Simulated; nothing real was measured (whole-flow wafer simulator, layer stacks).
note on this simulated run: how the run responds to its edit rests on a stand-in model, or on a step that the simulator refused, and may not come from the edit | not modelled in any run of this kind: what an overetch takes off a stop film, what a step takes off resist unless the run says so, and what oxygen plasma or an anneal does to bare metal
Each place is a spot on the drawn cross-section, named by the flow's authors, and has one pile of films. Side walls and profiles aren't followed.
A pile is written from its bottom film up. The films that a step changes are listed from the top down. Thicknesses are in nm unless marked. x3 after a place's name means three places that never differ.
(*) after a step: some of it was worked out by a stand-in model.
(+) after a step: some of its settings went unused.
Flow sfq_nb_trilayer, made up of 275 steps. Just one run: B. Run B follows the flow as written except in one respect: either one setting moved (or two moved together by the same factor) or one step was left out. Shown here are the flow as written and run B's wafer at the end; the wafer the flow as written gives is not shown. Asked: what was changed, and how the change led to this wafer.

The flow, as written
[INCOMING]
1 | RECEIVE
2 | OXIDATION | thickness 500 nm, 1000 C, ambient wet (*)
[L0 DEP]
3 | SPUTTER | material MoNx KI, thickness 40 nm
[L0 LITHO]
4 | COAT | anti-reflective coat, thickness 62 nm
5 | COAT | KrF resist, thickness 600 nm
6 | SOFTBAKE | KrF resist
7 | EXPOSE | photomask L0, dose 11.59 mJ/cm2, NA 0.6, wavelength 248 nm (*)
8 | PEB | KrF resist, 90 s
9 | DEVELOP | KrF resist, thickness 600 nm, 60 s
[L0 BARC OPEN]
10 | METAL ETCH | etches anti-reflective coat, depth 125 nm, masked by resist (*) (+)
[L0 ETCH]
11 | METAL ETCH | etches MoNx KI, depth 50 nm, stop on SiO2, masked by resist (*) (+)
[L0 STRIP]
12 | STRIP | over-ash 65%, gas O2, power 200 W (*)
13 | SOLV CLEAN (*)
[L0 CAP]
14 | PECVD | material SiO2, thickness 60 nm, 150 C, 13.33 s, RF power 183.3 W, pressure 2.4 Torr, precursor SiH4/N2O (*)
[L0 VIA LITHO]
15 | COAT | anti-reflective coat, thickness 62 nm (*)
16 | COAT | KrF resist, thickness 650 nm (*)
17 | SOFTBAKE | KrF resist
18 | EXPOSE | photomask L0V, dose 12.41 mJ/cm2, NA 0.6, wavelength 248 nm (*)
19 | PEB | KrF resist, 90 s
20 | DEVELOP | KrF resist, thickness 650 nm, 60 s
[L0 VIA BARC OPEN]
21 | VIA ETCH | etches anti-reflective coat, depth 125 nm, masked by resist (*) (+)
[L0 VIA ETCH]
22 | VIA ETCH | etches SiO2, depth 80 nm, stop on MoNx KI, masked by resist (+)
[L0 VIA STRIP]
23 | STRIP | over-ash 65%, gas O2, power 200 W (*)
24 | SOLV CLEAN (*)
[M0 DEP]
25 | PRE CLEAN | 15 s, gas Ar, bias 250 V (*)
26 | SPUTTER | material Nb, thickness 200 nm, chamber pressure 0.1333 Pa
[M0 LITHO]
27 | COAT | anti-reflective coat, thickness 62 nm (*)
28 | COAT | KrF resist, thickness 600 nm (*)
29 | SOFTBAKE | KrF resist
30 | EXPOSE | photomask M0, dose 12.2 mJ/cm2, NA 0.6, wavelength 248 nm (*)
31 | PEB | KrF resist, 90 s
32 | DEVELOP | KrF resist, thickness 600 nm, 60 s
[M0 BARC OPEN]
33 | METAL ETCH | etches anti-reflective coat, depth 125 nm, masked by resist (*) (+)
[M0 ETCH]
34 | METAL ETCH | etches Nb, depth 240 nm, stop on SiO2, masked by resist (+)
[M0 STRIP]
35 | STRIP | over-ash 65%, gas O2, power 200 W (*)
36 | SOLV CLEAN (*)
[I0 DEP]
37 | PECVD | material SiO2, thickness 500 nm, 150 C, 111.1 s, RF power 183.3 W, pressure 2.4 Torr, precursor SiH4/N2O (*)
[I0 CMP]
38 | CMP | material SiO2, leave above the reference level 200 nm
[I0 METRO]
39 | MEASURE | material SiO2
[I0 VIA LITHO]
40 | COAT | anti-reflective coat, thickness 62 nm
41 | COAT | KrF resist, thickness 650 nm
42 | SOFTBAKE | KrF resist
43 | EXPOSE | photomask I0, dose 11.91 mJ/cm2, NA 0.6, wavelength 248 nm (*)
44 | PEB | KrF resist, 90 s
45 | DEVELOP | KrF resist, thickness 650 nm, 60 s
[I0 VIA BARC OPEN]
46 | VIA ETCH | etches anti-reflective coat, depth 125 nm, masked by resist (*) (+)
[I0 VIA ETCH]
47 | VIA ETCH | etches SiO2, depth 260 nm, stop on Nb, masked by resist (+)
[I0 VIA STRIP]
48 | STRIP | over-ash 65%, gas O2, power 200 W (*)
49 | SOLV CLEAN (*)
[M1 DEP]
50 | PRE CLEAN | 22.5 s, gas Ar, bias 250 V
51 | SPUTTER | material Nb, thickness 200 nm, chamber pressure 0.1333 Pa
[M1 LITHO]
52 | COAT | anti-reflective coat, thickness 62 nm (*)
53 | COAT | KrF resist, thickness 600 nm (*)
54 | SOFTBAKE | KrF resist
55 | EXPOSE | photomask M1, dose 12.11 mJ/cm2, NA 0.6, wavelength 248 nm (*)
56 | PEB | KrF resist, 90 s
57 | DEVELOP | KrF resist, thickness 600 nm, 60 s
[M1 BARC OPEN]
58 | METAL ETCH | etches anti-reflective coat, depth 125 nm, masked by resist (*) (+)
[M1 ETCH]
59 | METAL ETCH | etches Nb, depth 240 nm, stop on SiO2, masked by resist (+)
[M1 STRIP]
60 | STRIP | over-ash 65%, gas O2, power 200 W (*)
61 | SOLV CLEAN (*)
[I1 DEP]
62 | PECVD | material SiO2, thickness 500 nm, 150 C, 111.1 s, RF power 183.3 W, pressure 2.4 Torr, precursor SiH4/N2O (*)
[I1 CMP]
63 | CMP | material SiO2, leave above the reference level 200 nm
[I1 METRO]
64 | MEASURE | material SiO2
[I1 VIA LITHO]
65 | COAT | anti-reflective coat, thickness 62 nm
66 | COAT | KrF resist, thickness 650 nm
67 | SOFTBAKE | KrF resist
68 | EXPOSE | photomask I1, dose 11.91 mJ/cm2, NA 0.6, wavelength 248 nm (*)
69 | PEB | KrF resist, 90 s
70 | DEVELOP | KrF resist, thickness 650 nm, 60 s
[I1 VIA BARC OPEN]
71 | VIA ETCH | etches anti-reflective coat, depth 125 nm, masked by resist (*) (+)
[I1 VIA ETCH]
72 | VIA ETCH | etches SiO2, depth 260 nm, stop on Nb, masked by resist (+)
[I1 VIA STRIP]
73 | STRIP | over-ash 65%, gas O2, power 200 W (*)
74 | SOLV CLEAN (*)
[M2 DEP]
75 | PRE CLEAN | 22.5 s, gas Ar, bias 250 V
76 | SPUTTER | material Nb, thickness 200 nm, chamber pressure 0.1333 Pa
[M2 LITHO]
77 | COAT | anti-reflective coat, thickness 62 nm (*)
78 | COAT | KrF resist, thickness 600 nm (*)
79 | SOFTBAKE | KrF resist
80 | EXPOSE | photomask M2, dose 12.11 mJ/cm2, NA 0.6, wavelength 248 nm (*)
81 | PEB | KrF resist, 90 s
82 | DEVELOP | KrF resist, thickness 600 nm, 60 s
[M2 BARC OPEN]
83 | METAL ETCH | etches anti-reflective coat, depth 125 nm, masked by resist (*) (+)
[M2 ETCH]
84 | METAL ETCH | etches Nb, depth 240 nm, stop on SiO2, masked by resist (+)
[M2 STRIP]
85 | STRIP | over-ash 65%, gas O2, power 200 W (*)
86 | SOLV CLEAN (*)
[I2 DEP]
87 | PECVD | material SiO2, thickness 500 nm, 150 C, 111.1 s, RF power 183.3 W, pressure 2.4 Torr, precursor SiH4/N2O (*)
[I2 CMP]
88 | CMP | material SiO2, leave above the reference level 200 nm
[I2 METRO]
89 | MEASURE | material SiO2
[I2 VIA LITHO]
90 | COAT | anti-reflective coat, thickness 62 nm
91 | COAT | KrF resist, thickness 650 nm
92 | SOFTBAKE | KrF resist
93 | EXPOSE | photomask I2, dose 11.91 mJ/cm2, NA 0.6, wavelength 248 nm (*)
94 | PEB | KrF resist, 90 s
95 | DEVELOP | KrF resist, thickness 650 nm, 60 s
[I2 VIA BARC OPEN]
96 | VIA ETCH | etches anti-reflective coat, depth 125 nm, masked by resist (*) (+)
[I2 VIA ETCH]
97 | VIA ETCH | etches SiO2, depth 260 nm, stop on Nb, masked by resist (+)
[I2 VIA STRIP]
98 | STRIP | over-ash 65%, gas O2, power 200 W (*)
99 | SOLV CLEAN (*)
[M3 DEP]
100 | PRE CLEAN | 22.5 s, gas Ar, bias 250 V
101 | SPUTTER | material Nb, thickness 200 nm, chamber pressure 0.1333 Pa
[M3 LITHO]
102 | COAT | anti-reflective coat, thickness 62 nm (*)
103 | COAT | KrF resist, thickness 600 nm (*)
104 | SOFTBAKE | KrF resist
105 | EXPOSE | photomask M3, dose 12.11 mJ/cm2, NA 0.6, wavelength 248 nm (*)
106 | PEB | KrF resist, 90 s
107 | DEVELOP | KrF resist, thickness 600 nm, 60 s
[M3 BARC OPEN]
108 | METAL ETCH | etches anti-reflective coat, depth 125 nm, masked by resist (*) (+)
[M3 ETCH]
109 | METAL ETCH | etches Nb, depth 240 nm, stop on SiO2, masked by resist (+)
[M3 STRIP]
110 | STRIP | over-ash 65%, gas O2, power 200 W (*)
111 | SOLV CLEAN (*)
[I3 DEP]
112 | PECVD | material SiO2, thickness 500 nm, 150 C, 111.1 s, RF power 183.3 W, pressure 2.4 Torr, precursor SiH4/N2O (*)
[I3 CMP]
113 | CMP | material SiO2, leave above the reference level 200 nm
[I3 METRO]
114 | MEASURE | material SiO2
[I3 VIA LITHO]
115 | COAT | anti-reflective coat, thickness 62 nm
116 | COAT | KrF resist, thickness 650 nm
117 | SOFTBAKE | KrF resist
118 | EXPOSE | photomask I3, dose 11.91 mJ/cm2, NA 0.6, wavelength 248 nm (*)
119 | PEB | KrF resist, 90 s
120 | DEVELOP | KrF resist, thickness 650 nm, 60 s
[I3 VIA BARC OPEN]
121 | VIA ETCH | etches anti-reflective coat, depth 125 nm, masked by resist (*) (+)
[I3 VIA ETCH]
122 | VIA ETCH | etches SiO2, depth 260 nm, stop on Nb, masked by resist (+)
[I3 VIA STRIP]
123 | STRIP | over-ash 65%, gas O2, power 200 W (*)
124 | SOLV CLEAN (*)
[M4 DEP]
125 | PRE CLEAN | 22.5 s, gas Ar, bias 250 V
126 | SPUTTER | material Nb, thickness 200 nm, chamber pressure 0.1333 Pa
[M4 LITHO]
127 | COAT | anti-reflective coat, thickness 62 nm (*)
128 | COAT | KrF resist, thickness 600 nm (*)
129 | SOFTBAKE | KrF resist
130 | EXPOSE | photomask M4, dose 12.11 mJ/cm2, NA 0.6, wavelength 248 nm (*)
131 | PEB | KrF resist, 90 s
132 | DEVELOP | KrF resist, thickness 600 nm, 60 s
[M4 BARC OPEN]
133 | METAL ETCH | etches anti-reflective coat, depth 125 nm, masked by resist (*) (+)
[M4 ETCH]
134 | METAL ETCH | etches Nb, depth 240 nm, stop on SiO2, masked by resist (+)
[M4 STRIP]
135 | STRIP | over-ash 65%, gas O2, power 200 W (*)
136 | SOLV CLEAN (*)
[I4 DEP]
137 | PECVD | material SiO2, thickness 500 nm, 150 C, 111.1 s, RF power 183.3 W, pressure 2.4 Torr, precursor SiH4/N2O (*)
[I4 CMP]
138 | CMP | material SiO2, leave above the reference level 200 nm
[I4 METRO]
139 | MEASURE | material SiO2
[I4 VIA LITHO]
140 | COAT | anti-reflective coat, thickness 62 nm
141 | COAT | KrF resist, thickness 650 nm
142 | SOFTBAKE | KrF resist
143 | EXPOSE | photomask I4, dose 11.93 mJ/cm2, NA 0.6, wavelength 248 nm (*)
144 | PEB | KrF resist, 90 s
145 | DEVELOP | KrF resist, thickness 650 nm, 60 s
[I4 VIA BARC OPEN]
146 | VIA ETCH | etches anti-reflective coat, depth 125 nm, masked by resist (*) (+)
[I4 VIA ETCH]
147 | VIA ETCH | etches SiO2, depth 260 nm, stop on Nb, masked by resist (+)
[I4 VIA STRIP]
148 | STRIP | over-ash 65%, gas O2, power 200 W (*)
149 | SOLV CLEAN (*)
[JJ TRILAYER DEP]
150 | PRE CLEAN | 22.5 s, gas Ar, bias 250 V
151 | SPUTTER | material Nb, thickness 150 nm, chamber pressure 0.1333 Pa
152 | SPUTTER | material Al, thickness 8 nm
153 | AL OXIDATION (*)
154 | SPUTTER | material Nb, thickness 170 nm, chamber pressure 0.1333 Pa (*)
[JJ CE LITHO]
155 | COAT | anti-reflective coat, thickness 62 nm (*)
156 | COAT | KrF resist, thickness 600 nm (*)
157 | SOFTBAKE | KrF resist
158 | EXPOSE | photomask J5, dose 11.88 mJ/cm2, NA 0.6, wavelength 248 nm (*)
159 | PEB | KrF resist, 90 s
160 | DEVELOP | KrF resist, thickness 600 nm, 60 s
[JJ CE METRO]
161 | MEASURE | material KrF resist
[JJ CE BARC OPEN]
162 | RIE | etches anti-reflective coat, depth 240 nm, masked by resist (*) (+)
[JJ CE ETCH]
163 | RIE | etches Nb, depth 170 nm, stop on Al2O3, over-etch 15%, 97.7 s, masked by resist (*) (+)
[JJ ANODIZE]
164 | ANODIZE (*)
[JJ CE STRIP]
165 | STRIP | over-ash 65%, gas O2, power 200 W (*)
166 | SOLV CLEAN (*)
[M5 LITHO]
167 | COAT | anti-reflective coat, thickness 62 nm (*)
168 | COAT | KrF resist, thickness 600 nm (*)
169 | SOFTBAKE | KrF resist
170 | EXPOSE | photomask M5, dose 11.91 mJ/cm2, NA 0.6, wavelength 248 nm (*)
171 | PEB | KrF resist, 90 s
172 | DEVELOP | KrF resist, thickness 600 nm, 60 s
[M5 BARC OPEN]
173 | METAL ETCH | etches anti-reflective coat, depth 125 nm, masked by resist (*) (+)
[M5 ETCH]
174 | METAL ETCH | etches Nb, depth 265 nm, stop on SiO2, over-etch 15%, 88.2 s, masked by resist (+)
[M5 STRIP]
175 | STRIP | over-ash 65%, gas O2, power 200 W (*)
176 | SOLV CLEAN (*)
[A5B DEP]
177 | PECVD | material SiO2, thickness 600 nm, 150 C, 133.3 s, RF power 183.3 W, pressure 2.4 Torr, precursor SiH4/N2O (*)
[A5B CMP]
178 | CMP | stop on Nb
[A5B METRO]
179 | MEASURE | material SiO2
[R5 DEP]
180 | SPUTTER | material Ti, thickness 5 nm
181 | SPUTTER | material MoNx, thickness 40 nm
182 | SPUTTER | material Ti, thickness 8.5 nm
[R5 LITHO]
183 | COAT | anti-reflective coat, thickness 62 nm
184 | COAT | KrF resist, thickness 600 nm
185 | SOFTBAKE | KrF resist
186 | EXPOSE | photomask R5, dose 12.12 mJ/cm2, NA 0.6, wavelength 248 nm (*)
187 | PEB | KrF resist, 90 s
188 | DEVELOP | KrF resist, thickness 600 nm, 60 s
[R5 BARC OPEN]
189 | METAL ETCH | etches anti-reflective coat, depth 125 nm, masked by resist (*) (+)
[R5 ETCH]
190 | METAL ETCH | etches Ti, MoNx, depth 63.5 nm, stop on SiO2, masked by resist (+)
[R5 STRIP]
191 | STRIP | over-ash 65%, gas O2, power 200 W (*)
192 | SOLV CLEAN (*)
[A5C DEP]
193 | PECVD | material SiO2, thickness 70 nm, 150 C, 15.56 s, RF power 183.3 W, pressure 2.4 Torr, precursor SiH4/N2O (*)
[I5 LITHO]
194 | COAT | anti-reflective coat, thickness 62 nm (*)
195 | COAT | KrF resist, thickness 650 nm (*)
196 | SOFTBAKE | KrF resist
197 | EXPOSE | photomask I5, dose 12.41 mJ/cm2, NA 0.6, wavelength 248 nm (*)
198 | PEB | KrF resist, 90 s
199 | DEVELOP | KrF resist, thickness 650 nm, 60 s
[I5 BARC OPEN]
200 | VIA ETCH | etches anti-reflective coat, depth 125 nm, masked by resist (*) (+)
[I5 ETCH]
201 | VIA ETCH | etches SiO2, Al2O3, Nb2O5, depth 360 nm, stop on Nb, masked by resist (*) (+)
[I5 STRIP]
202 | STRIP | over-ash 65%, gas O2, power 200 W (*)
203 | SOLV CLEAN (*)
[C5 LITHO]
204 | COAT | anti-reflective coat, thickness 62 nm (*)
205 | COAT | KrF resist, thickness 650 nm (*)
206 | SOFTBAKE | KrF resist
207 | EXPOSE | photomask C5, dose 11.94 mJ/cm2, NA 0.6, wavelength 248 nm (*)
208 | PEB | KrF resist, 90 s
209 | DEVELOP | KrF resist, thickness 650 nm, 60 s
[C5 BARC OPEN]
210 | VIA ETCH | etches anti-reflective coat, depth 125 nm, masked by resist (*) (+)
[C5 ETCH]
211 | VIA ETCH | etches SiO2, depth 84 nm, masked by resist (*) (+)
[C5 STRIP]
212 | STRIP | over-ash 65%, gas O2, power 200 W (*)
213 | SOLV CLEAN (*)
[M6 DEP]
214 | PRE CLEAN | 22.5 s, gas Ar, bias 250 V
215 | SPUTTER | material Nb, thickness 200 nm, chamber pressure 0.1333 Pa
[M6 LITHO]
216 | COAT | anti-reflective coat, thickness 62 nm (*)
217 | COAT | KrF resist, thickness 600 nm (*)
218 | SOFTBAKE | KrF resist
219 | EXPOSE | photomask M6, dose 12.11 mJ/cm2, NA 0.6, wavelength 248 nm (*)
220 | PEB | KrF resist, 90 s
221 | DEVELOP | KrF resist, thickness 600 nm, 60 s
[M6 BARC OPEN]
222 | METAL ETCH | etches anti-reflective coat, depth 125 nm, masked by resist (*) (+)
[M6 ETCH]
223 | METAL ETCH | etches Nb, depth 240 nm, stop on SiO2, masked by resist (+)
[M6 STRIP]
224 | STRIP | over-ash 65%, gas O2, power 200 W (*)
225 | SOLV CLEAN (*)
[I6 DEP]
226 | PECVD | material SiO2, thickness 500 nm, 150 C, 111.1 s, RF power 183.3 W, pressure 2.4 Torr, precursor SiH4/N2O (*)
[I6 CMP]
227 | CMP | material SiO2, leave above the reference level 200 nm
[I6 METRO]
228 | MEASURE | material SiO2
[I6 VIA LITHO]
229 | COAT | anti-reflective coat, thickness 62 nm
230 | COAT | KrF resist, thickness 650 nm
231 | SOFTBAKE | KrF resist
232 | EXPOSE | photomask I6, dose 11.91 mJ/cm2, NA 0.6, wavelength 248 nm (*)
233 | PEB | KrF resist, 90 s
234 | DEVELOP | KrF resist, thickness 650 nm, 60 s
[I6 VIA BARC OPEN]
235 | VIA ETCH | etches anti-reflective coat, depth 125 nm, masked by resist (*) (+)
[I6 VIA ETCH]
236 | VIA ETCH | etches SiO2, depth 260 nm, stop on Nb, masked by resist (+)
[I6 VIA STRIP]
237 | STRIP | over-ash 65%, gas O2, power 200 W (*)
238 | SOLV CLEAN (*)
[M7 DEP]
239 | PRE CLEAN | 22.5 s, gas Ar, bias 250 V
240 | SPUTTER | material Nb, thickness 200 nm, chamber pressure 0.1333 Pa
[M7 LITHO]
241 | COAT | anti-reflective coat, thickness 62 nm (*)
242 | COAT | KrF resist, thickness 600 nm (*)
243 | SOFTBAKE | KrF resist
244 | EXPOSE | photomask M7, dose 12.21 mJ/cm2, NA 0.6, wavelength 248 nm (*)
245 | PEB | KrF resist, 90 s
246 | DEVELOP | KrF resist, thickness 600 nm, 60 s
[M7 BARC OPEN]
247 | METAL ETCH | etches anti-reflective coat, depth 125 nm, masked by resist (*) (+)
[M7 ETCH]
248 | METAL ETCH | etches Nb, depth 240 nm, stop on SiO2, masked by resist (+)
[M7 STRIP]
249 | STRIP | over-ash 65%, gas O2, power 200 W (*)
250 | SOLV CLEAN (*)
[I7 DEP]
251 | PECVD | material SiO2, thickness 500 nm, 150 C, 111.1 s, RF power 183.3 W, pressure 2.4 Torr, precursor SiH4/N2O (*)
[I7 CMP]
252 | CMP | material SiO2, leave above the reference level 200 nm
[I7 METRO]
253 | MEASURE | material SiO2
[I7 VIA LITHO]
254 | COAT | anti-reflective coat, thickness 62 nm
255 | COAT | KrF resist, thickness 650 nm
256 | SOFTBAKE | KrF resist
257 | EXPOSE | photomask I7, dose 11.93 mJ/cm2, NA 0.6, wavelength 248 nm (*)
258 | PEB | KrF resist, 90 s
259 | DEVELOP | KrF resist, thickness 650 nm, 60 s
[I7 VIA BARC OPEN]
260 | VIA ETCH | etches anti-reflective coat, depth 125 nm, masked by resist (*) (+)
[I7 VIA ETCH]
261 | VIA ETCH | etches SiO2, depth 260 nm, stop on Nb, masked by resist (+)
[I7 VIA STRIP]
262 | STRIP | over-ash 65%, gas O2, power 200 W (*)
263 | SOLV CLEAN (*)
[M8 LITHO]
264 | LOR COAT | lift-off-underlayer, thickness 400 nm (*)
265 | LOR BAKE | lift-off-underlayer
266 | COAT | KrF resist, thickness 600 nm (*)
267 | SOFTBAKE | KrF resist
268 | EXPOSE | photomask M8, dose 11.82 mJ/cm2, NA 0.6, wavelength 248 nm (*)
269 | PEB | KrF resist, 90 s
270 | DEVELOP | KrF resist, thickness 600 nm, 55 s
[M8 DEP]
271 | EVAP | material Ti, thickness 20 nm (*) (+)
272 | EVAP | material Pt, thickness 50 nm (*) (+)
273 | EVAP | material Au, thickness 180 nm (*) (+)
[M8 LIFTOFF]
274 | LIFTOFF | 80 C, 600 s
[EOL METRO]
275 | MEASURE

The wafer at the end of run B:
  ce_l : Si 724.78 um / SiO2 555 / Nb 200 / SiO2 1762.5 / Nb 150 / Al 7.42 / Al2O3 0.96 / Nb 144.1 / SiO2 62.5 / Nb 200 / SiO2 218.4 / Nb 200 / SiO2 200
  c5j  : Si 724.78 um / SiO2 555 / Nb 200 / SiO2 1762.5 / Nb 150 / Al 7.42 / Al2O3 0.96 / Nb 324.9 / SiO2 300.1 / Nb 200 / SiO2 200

Cause: step 190, METAL ETCH: depth 79.38 nm was run, whereas the flow has depth 63.5 nm.

The path from the change to this, step by step:
  190 | METAL ETCH | etches Ti, MoNx, depth 63.5 nm, stop on SiO2, masked by resist (+)
      be_r, r_sur, res, r_end, r5r_line_l, r5r_line_c, r5r_line_r: KrF resist loses 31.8 (it would be, as written: KrF resist loses 25.4)
      ce_l, c5j, ce_r, wl_jj: Ti loses 8.5 (all of it), MoNx loses 40 (all of it), Ti loses 5 (all of it), Nb loses 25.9 (it would be, as written: Ti loses 8.5 (all of it), MoNx loses 40 (all of it), Ti loses 5 (all of it), Nb loses 10)
  194 | COAT | anti-reflective coat, thickness 62 nm (*)
      wl_j_sl, wl_j_sr: anti-reflective coat gains 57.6 (new film) (it would be, as written: anti-reflective coat gains 60.2 (new film))
      jj_sur: anti-reflective coat gains 58.1 (new film) (it would be, as written: anti-reflective coat gains 60.8 (new film))
      (and at 5 other places as well)
  202 | STRIP | over-ash 65%, gas O2, power 200 W (*)
      wl_j_sl, wl_j_sr: KrF resist loses 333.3 (all of it), anti-reflective coat loses 57.6 (all of it) (it would be, as written: KrF resist loses 333.3 (all of it), anti-reflective coat loses 60.2 (all of it))
      jj_sur: KrF resist loses 337.5 (all of it), anti-reflective coat loses 58.1 (all of it) (it would be, as written: KrF resist loses 337.2 (all of it), anti-reflective coat loses 60.8 (all of it))
      (and at 5 other places as well)
  204 | COAT | anti-reflective coat, thickness 62 nm (*)
      wl_j_sl, wl_j_sr: anti-reflective coat gains 57.6 (new film) (it would be, as written: anti-reflective coat gains 60.2 (new film))
      jj_sur: anti-reflective coat gains 56.9 (new film) (it would be, as written: anti-reflective coat gains 59.5 (new film))
      (and at 5 other places as well)
  210 | VIA ETCH | etches anti-reflective coat, depth 125 nm, masked by resist (*) (+)
      c5j: anti-reflective coat loses 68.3 (all of it), SiO2 loses 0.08 (it would be, as written: anti-reflective coat loses 63.9 (all of it), SiO2 loses 0.11)
  212 | STRIP | over-ash 65%, gas O2, power 200 W (*)
      wl_j_sl, wl_j_sr: KrF resist loses 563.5 (all of it), anti-reflective coat loses 57.6 (all of it) (it would be, as written: KrF resist loses 563.4 (all of it), anti-reflective coat loses 60.2 (all of it))
      jj_sur: KrF resist loses 562.2 (all of it), anti-reflective coat loses 56.9 (all of it) (it would be, as written: KrF resist loses 562 (all of it), anti-reflective coat loses 59.5 (all of it))
      (and at 4 other places as well)
  216 | COAT | anti-reflective coat, thickness 62 nm (*)
      wl_j_sl, wl_j_sr: anti-reflective coat gains 57.7 (new film) (it would be, as written: anti-reflective coat gains 60.2 (new film))
      jj_sur: anti-reflective coat gains 53.3 (new film) (it would be, as written: anti-reflective coat gains 56.1 (new film))
      (and at 5 other places as well)
  224 | STRIP | over-ash 65%, gas O2, power 200 W (*)
      wl_j_sl, wl_j_sr: KrF resist loses 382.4 (all of it), anti-reflective coat loses 57.7 (all of it) (it would be, as written: KrF resist loses 382.5 (all of it), anti-reflective coat loses 60.2 (all of it))
      jj_sur: KrF resist loses 378.7 (all of it), anti-reflective coat loses 53.3 (all of it) (it would be, as written: KrF resist loses 378.5 (all of it), anti-reflective coat loses 56.1 (all of it))
      (and at 5 other places as well)
  227 | CMP | material SiO2, leave above the reference level 200 nm
      ce_l, ce_r, wl_jj: SiO2 loses 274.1 (it would be, as written: SiO2 loses 290)
      c5j: SiO2 loses 207.1 (it would be, as written: SiO2 loses 223)
